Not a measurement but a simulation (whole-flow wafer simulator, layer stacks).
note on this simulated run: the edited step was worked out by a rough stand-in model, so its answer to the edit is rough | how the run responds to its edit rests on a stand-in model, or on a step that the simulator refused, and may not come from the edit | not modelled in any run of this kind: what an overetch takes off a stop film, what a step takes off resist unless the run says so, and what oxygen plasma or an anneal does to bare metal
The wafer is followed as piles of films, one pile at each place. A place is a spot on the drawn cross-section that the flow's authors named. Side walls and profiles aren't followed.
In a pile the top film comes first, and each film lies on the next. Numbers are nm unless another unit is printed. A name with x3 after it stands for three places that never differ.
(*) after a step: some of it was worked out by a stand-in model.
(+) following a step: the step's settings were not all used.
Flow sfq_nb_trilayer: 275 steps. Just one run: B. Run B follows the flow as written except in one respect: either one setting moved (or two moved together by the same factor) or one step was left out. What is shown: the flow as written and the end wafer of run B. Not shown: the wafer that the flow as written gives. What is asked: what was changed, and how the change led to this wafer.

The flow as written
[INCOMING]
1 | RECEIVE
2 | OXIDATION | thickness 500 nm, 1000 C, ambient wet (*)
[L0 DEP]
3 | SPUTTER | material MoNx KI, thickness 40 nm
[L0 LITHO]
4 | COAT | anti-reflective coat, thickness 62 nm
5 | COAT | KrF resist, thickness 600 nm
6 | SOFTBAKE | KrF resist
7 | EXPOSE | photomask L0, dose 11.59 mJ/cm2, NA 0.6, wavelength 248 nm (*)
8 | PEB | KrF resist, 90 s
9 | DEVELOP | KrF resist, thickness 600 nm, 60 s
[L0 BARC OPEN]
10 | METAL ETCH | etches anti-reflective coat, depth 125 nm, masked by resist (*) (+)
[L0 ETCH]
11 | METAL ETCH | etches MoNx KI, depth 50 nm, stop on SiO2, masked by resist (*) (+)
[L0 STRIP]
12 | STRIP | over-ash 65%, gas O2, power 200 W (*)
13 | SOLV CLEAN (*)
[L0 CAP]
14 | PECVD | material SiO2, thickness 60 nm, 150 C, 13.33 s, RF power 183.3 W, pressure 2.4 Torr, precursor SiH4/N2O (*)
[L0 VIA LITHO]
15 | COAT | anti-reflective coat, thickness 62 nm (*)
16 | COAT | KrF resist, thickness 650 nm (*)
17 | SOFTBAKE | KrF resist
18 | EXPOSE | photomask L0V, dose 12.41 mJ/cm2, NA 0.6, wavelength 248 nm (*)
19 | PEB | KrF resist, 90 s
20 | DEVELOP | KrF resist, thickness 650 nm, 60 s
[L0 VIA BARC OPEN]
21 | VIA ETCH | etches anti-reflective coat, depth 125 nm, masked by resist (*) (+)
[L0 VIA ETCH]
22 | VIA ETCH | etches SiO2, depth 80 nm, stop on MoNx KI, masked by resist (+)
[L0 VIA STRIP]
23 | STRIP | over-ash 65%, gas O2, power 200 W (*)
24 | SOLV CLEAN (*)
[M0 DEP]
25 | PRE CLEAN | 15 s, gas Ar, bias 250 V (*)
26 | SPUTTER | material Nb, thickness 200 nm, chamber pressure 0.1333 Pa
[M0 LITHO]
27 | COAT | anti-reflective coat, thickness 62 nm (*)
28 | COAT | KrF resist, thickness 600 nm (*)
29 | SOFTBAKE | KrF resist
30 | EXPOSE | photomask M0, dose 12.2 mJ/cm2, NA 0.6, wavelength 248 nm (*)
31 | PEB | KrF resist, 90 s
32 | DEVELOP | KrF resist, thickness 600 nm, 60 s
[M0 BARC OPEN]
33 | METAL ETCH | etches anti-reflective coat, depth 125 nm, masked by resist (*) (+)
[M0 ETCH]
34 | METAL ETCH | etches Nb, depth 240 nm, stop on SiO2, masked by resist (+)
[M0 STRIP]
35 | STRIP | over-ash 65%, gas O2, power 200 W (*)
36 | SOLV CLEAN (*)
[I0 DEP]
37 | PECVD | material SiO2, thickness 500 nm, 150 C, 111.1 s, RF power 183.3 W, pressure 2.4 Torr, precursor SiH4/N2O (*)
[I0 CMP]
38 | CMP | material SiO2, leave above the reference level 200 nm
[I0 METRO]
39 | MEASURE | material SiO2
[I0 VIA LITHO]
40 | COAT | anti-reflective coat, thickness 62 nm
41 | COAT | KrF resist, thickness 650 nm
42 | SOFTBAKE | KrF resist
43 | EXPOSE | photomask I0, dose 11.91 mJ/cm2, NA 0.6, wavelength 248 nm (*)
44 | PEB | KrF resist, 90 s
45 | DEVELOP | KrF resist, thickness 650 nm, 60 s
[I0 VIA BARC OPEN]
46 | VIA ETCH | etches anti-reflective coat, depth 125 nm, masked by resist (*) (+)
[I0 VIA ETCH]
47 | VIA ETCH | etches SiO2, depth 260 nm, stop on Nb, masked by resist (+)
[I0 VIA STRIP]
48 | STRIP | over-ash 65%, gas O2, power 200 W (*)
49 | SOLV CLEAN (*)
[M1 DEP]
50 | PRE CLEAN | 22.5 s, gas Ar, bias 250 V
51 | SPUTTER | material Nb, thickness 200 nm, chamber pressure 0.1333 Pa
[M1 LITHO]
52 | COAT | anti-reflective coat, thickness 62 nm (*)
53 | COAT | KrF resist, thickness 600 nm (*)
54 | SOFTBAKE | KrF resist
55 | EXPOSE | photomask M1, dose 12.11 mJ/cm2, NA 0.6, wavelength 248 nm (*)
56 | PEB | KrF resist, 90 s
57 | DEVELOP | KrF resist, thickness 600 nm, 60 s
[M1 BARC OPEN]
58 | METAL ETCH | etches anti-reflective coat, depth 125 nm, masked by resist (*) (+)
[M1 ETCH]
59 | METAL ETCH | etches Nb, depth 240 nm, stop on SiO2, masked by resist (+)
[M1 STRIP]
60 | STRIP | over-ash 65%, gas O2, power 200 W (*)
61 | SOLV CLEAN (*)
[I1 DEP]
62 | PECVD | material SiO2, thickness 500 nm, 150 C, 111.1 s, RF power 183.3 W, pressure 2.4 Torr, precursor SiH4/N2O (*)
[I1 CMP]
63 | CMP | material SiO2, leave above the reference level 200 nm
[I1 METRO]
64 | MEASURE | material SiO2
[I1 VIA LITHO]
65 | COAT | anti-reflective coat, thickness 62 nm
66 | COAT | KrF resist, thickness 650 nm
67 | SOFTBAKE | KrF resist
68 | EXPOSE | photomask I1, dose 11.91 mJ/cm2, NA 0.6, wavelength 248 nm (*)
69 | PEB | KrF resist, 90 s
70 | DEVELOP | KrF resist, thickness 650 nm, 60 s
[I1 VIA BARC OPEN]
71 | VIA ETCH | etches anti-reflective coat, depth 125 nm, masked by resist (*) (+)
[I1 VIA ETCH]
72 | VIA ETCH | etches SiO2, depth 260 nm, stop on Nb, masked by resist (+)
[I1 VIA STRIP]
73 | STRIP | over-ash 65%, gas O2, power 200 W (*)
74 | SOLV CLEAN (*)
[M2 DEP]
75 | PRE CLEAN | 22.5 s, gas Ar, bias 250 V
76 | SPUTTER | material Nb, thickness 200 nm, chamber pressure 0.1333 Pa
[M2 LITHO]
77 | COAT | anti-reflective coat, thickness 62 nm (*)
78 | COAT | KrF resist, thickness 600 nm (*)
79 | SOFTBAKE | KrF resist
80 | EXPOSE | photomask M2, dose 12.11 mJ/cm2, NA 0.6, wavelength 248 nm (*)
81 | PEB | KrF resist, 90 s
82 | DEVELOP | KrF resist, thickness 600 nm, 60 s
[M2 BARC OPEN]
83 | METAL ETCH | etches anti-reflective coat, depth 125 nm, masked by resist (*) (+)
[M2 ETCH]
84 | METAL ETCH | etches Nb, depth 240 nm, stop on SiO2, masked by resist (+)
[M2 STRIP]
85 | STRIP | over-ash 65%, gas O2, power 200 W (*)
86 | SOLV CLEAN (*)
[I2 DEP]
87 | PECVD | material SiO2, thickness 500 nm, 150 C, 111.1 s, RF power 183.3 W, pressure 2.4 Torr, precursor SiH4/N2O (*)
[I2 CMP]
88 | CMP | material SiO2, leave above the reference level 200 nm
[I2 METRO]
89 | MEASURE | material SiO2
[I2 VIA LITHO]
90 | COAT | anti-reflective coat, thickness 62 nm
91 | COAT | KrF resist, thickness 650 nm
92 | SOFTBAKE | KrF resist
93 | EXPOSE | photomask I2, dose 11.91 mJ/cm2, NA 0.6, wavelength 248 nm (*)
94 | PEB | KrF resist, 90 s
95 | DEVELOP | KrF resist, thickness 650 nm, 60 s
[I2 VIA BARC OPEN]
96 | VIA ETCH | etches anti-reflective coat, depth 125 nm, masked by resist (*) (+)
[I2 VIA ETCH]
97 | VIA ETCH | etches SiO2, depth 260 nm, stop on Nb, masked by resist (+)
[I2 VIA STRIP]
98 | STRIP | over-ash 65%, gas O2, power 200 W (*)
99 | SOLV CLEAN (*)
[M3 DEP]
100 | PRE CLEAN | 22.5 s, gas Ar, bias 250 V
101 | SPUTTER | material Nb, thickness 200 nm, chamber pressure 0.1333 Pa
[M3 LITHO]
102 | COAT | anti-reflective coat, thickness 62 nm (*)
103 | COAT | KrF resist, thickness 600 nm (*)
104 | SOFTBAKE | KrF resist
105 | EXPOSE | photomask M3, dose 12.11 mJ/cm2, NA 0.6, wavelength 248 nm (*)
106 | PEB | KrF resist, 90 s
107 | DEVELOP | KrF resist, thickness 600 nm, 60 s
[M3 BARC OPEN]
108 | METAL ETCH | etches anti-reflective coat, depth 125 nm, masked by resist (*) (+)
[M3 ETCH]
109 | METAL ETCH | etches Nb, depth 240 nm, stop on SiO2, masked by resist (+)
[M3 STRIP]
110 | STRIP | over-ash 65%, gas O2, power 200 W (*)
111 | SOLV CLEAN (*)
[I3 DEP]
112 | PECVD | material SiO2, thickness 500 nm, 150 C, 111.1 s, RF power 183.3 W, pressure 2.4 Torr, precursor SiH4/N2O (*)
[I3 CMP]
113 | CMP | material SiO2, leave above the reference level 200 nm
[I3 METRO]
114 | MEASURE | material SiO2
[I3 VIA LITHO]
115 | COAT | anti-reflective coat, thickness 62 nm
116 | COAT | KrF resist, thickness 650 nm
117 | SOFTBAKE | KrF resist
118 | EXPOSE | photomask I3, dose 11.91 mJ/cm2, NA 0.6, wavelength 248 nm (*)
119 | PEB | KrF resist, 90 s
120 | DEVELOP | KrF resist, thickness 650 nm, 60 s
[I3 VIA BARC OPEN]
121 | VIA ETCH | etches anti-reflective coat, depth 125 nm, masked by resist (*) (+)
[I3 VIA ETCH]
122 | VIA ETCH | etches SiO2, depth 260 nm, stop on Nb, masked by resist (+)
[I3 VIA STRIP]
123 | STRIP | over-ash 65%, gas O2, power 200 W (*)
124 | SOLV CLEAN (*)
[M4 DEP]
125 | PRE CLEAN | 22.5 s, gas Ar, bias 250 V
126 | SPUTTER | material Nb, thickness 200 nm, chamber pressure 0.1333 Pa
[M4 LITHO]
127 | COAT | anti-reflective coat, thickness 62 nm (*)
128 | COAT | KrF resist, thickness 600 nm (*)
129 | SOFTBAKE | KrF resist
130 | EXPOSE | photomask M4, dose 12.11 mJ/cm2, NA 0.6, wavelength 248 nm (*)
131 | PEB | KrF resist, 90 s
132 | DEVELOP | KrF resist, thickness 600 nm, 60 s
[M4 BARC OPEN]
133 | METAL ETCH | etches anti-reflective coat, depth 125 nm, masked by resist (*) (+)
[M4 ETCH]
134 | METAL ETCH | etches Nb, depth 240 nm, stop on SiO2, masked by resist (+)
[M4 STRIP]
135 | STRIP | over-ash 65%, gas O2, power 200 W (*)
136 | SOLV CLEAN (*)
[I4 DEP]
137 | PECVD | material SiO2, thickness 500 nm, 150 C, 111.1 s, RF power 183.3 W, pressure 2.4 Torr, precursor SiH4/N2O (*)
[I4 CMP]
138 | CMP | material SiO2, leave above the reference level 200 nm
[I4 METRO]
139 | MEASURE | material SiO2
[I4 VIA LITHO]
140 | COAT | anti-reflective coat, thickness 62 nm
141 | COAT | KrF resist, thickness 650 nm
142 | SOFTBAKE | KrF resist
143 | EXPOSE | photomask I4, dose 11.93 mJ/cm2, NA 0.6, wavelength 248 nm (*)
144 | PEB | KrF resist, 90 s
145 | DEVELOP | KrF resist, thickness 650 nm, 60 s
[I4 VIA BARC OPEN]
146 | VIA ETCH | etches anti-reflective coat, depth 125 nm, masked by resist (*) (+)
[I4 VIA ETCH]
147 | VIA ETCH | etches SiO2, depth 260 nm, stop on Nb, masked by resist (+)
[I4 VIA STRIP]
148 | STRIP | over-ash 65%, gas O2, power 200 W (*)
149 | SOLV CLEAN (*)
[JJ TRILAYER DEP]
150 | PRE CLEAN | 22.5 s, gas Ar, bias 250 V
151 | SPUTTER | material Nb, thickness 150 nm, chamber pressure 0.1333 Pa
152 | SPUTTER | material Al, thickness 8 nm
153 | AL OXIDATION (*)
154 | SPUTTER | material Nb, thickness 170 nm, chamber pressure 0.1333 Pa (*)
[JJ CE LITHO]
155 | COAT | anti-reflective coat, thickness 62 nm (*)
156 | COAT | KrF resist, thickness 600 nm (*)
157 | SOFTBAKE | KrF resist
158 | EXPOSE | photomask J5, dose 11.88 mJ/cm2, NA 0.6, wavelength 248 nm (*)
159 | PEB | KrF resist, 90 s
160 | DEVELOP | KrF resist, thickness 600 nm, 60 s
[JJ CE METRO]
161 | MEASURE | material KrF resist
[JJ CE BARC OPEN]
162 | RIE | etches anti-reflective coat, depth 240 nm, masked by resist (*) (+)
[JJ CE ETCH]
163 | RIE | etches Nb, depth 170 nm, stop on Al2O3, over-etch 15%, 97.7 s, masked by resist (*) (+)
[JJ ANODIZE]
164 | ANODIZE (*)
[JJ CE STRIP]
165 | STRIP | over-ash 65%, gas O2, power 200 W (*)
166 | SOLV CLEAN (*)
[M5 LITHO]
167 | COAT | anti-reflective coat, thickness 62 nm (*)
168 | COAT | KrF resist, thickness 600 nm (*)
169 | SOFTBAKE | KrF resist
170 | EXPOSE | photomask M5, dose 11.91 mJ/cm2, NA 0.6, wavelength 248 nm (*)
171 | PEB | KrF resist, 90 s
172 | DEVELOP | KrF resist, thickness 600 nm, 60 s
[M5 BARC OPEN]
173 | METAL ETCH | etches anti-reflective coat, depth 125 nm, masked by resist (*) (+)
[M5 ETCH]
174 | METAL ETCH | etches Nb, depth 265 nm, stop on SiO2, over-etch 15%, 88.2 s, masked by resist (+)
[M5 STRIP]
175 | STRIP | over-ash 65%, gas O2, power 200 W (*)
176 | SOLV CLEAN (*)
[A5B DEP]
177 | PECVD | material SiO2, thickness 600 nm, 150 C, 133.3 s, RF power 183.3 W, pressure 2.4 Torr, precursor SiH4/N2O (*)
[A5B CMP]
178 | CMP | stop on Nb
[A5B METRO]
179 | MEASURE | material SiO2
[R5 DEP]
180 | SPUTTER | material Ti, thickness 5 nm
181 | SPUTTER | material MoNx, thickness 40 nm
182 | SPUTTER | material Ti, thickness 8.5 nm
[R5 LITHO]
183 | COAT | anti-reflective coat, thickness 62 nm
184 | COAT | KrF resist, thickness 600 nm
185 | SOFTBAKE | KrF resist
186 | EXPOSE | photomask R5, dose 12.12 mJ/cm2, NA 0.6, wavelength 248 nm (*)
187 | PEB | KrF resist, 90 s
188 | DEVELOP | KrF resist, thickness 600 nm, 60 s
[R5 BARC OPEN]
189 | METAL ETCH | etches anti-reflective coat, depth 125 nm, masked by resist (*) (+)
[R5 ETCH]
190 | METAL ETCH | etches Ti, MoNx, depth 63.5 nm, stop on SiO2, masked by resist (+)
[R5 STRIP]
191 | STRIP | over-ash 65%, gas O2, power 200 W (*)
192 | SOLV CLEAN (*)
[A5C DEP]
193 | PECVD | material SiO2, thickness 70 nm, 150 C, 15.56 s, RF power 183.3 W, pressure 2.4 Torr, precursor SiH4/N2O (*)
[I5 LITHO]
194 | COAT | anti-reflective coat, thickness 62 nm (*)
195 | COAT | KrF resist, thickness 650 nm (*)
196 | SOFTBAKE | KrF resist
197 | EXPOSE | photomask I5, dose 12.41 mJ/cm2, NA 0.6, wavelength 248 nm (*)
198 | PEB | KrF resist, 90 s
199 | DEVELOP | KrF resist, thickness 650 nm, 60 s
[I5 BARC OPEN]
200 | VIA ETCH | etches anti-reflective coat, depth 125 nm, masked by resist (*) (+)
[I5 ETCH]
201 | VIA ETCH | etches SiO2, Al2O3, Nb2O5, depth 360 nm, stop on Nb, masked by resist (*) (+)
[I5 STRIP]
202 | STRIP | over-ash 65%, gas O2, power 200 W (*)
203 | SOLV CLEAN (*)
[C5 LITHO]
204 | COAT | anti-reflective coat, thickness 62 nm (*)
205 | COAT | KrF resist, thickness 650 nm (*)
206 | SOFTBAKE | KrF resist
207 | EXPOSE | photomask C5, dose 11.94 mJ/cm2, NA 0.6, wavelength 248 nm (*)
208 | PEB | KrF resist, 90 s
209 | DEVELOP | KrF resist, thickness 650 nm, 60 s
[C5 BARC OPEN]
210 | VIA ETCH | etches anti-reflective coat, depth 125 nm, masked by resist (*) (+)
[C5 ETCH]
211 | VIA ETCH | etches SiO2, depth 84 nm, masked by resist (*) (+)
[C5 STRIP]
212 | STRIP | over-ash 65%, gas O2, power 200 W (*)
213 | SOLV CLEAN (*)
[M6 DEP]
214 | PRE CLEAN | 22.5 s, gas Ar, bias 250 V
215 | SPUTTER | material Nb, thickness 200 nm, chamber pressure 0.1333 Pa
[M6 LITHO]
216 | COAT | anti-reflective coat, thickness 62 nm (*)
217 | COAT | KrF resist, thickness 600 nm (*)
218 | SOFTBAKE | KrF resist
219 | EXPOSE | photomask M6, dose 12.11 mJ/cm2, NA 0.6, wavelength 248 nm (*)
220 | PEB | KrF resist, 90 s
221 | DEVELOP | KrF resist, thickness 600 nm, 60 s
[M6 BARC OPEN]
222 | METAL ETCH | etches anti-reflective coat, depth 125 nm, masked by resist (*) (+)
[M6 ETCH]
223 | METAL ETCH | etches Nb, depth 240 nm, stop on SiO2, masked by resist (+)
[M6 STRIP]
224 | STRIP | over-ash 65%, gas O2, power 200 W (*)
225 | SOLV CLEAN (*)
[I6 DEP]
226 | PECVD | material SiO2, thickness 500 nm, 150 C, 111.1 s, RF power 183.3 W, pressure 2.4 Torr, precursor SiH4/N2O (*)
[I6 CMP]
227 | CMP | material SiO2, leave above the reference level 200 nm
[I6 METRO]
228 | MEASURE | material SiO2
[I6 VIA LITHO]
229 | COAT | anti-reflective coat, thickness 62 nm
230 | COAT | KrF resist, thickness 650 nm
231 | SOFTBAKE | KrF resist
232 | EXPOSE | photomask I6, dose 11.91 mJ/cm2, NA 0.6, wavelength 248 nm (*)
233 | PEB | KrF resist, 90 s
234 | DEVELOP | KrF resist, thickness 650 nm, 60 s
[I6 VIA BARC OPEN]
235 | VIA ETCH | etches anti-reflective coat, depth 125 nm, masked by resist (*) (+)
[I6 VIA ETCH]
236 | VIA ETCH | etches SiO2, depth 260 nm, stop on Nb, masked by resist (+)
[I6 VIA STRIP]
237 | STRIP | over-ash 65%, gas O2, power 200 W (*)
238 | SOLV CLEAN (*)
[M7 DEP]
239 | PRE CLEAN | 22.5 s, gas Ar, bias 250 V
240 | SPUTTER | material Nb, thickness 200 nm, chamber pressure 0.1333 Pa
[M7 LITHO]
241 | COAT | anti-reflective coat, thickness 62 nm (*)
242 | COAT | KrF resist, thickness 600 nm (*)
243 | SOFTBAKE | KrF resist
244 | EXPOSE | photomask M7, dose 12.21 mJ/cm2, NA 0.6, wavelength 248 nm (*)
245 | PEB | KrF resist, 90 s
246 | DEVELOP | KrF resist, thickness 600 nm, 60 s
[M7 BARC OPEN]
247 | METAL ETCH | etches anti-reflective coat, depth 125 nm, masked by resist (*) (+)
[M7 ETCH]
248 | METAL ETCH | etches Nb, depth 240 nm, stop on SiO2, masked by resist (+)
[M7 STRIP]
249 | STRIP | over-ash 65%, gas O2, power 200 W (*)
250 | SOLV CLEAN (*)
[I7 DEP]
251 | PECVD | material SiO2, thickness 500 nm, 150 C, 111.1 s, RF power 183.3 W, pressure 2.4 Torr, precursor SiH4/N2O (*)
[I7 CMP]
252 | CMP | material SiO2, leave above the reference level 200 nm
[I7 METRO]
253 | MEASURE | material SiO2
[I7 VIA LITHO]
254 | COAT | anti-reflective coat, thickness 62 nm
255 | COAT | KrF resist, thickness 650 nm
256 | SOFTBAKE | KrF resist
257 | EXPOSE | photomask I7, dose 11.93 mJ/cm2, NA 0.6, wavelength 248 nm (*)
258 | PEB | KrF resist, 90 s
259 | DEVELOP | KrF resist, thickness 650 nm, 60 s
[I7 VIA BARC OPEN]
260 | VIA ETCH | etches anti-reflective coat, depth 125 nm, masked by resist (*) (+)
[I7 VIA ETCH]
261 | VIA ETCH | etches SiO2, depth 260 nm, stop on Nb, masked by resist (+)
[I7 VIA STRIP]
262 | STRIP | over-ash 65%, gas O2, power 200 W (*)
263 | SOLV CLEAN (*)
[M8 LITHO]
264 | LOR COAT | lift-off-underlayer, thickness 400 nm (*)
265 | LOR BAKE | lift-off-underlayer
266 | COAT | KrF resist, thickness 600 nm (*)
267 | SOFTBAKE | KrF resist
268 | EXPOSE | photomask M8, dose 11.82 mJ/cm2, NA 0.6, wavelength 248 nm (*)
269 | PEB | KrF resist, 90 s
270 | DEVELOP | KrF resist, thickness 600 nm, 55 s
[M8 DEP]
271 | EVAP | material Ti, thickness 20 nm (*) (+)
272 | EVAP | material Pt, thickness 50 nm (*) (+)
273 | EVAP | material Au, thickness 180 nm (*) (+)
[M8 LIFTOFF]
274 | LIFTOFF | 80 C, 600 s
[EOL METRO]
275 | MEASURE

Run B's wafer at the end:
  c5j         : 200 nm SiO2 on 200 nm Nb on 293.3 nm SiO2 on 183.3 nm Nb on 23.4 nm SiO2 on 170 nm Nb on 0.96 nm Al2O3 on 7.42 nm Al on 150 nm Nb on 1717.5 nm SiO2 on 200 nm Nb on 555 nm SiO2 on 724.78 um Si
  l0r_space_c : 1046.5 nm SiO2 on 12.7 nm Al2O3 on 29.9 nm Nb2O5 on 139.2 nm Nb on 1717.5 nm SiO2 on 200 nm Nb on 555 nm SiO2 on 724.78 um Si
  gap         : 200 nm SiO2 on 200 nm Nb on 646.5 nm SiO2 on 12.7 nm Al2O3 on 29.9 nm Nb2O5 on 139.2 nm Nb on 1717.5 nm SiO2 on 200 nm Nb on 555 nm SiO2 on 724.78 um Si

What caused this: step 137, PECVD: thickness 355 nm was run, while the flow as written has thickness 500 nm; step 137, PECVD: 78.89 s was run, where the flow has 111.1 s.

Step by step, how the change led to this:
  137 | PECVD | material SiO2, thickness 500 nm, 150 C, 111.1 s, RF power 183.3 W, pressure 2.4 Torr, precursor SiH4/N2O (*)
      field_l, be, be_sur and 55 more: +355 SiO2 (it would be, as written: +500 SiO2)
      v_sur, via_wl, via_w and 35 more: +355 SiO2 (new film) (it would be, as written: +500 SiO2 (new film))
      (as well as at 10 more places)
  138 | CMP | material SiO2, leave above the reference level 200 nm
      field_l, be, be_sur and 55 more: nothing (it would be, as written: -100 SiO2)
      p3_s0, p3_s1, p3_s2, p3_s3, p3_s4, p3_s5: nothing (it would be, as written: -157.1 SiO2)
      (as well as at 42 more places)
  140 | COAT | anti-reflective coat, thickness 62 nm
      p3_fr, m0r_space_l x2, m6r_space_l x2, m7r_space_l x2: +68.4 anti-reflective coat (new film) (it would be, as written: +62 anti-reflective coat (new film))
      m0r_line_l x2, m6r_line_l x2, m7r_line_l x2: +63.3 anti-reflective coat (new film) (it would be, as written: +62 anti-reflective coat (new film))
      (as well as at 59 more places)
  141 | COAT | KrF resist, thickness 650 nm
      v_sur: +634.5 KrF resist (new film) (it would be, as written: +650 KrF resist (new film))
      via_wl: +632.1 KrF resist (new film) (it would be, as written: +650 KrF resist (new film))
      (as well as at 12 more places)
  145 | DEVELOP | KrF resist, thickness 650 nm, 60 s
      via_wl: -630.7 KrF resist (all of it) (it would be, as written: -648.6 KrF resist (all of it))
      via_w: -633.3 KrF resist (all of it) (it would be, as written: -648.6 KrF resist (all of it))
      (as well as at 1 more place)
  146 | VIA ETCH | etches anti-reflective coat, depth 125 nm, masked by resist (*) (+)
      field_l, v_sur, via_sp and 100 more: -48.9 KrF resist (it would be, as written: -51.7 KrF resist)
      via_wl, via_wr: -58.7 anti-reflective coat (all of it), -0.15 SiO2 (it would be, as written: -62 anti-reflective coat (all of it), -0.16 SiO2)
      (as well as at 1 more place)
  148 | STRIP | over-ash 65%, gas O2, power 200 W (*)
      m0r_line_l x2, m6r_line_l x2, m7r_line_l x2: -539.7 KrF resist (all of it), -63.3 anti-reflective coat (all of it) (it would be, as written: -528.6 KrF resist (all of it), -62 anti-reflective coat (all of it))
      m0r_space_l x2, m6r_space_l x2, m7r_space_l x2: -536.3 KrF resist (all of it), -68.4 anti-reflective coat (all of it) (it would be, as written: -528.6 KrF resist (all of it), -62 anti-reflective coat (all of it))
      (as well as at 59 more places)
  155 | COAT | anti-reflective coat, thickness 62 nm (*)
      p3_fr, m0r_space_l x2, m6r_space_l x2, m7r_space_l x2: +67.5 anti-reflective coat (new film) (it would be, as written: +62 anti-reflective coat (new film))
      p3_l1, p3_l2, p3_l3, p3_l4: +52 anti-reflective coat (new film) (it would be, as written: +62 anti-reflective coat (new film))
      (as well as at 52 more places)
  156 | COAT | KrF resist, thickness 600 nm (*)
      p3_l2, p3_l3: +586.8 KrF resist (new film) (it would be, as written: +600 KrF resist (new film))
      v_sur: +568.1 KrF resist (new film) (it would be, as written: +588.2 KrF resist (new film))
      (as well as at 16 more places)
  160 | DEVELOP | KrF resist, thickness 600 nm, 60 s
      v_sur: -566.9 KrF resist (all of it) (it would be, as written: -587 KrF resist (all of it))
      via_wl: -642 KrF resist (all of it) (it would be, as written: -661.6 KrF resist (all of it))
      (as well as at 17 more places)
  162 | RIE | etches anti-reflective coat, depth 240 nm, masked by resist (*) (+)
      p3_fr, m0r_space_l x2, m6r_space_l x2, m7r_space_l x2: -67.5 anti-reflective coat (all of it) (it would be, as written: -62 anti-reflective coat (all of it))
      p3_l1, p3_l2, p3_l3, p3_l4: -52 anti-reflective coat (all of it) (it would be, as written: -62 anti-reflective coat (all of it))
      (as well as at 51 more places)
  165 | STRIP | over-ash 65%, gas O2, power 200 W (*)
      wl_jj: -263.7 KrF resist (all of it), -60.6 anti-reflective coat (all of it) (it would be, as written: -268.1 KrF resist (all of it), -62 anti-reflective coat (all of it))
  167 | COAT | anti-reflective coat, thickness 62 nm (*)
      m0r_space_l x2, m6r_space_l x2, m7r_space_l x2: +66.6 anti-reflective coat (new film) (it would be, as written: +62 anti-reflective coat (new film))
      p3_l2, p3_l3, p3_l4, p3_l5, p3_l6: +49.1 anti-reflective coat (new film) (it would be, as written: +62 anti-reflective coat (new film))
      (as well as at 53 more places)
  168 | COAT | KrF resist, thickness 600 nm (*)
      v_sur: +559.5 KrF resist (new film) (it would be, as written: +577.9 KrF resist (new film))
      via_wl: +635.8 KrF resist (new film) (it would be, as written: +656 KrF resist (new film))
      (as well as at 18 more places)
  172 | DEVELOP | KrF resist, thickness 600 nm, 60 s
      p3_l2, p3_l3: -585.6 KrF resist (all of it) (it would be, as written: -598.7 KrF resist (all of it))
      lsp_m: -578.4 KrF resist (all of it) (it would be, as written: -598.4 KrF resist (all of it))
      (as well as at 10 more places)
  173 | METAL ETCH | etches anti-reflective coat, depth 125 nm, masked by resist (*) (+)
      lsp_l: -67 anti-reflective coat (all of it) (it would be, as written: -62 anti-reflective coat (all of it), -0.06 Al2O3)
      lsp_r: -67.3 anti-reflective coat (all of it) (it would be, as written: -61.9 anti-reflective coat (all of it), -0.06 Al2O3)
      (as well as at 34 more places)
  ... 37 further steps ...
  274 | LIFTOFF | 80 C, 600 s
      be: -180 Au (all of it), -50 Pt (all of it), -20 Ti (all of it), -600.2 KrF resist (all of it), -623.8 lift-off-underlayer (all of it) (it would be, as written: -180 Au (all of it), -50 Pt (all of it), -20 Ti (all of it), -572.1 KrF resist (all of it), -398.5 lift-off-underlayer (all of it))
      be_sur: -180 Au (all of it), -50 Pt (all of it), -20 Ti (all of it), -582.5 KrF resist (all of it), -377 lift-off-underlayer (all of it) (it would be, as written: -180 Au (all of it), -50 Pt (all of it), -20 Ti (all of it), -572.6 KrF resist (all of it), -398.9 lift-off-underlayer (all of it))
Taking metal films that touch as one body, c5j has 5 bodies (between them, from the top down: SiO2 293.3; SiO2 23.4; Al2O3 0.96; SiO2 1717.5); the flow as written gives 4 bodies (between them, from the top down: SiO2 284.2; Al2O3 0.96; SiO2 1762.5).
